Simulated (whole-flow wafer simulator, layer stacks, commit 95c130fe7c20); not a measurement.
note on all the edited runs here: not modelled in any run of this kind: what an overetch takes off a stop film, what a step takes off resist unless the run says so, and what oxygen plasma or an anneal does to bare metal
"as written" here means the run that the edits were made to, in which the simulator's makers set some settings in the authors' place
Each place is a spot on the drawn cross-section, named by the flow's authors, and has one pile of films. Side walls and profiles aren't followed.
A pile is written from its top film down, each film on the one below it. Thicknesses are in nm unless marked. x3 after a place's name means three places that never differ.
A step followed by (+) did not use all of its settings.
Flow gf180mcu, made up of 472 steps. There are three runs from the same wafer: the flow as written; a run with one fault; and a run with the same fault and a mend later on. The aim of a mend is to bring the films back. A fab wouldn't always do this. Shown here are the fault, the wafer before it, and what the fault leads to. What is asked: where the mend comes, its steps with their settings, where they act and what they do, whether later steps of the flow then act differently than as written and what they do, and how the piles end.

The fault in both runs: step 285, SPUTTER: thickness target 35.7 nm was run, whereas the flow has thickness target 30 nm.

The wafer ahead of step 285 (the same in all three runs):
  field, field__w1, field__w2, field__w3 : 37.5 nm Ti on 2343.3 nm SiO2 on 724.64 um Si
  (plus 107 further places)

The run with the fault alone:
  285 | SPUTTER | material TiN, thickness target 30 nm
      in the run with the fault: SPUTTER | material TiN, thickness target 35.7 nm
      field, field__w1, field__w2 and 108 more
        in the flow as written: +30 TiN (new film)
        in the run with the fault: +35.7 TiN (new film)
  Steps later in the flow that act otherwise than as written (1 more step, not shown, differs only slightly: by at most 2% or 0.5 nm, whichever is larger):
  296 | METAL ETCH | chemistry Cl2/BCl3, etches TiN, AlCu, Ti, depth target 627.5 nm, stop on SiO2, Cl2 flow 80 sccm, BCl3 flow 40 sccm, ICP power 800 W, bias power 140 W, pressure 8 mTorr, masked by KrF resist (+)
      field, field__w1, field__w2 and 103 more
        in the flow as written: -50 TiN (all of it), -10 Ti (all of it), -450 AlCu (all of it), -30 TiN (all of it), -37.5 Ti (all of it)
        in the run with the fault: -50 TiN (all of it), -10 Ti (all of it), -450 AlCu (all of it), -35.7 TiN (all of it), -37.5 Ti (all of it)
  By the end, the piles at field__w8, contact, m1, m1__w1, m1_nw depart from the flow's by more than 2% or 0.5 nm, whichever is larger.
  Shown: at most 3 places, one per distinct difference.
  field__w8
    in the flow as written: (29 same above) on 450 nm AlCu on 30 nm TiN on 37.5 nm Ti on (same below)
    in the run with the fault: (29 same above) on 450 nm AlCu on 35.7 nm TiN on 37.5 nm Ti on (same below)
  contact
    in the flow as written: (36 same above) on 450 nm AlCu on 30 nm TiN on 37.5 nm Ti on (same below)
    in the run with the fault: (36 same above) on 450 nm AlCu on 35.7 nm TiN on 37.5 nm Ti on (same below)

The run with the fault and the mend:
  The mend stands after step 285.
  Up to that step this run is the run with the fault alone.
  285a | METAL ETCH | chemistry Cl2/BCl3, etches TiN, AlCu, Ti, depth target 5.7 nm, Cl2 flow 80 sccm, BCl3 flow 40 sccm, ICP power 800 W, bias power 140 W, pressure 8 mTorr (the flow's step 260 again, with other settings)
      field, field__w1, field__w2 and 108 more
        -5.7 TiN
  Every later step of the flow that is run acts as written at every place that is followed.
  At every place that both follow, the piles at the end match the flow's.
